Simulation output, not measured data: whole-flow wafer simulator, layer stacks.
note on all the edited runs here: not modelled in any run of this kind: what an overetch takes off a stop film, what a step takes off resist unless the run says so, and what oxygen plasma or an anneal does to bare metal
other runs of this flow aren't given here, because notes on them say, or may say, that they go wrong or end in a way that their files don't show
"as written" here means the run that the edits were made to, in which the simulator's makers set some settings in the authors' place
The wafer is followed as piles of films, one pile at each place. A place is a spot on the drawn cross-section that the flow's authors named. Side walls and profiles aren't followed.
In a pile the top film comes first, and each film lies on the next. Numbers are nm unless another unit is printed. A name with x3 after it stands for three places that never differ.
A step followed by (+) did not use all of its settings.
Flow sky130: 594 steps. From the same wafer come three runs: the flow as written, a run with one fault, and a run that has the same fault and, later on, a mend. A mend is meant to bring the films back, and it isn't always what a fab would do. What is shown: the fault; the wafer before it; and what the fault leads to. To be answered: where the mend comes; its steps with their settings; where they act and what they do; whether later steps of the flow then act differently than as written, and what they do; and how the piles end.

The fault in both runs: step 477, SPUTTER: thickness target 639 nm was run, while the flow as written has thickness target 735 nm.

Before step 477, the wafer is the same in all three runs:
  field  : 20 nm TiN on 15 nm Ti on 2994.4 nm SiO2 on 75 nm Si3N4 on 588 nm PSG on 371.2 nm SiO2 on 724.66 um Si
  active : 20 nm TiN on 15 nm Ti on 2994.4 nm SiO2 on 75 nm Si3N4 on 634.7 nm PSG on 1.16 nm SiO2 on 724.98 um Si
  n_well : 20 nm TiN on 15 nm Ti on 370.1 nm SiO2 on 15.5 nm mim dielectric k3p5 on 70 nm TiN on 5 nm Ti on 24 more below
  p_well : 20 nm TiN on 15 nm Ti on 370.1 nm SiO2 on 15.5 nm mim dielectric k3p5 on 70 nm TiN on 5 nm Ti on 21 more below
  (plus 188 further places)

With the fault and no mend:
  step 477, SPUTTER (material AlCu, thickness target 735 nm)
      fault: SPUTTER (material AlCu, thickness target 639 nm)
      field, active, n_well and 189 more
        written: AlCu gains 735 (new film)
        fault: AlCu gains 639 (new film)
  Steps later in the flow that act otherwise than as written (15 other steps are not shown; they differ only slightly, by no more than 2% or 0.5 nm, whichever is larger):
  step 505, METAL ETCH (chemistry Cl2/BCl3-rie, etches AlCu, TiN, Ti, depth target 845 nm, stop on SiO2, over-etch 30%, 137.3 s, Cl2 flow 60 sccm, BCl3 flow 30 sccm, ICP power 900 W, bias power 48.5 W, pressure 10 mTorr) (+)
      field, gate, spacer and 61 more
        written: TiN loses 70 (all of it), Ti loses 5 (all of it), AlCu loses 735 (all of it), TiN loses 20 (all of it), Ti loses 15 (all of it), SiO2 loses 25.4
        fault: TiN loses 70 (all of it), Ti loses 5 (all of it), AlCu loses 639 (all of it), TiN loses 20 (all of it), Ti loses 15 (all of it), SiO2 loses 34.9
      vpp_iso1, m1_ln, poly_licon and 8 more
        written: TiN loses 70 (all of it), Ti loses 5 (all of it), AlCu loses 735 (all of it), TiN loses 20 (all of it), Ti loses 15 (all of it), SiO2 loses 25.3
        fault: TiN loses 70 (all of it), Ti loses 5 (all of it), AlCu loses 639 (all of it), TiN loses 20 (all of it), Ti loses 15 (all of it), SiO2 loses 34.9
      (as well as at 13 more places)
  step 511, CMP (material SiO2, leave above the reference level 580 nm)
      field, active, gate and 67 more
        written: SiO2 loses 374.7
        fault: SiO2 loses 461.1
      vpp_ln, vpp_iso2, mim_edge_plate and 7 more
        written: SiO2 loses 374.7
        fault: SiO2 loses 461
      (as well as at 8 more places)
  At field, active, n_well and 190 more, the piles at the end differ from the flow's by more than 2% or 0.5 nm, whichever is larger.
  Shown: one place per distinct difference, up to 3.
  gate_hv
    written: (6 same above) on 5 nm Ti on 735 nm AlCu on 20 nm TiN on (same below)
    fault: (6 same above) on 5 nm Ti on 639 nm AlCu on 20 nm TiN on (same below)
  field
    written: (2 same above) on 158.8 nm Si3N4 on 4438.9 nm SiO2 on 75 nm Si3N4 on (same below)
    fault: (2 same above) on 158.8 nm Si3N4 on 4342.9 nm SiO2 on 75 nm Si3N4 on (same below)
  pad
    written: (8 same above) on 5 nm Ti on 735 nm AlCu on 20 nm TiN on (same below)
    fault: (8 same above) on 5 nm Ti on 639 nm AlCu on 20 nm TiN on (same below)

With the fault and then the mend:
  After step 477 comes the mend.
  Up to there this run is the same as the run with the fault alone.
  step 477a, SPUTTER (material AlCu, thickness target 96 nm) (the flow's step 477, run once more with other settings)
      field, active, n_well and 189 more
        AlCu gains 96
  Later steps of the flow that are run all act as written at every place that is followed.
  At every place that both follow, the piles at the end match the flow's.
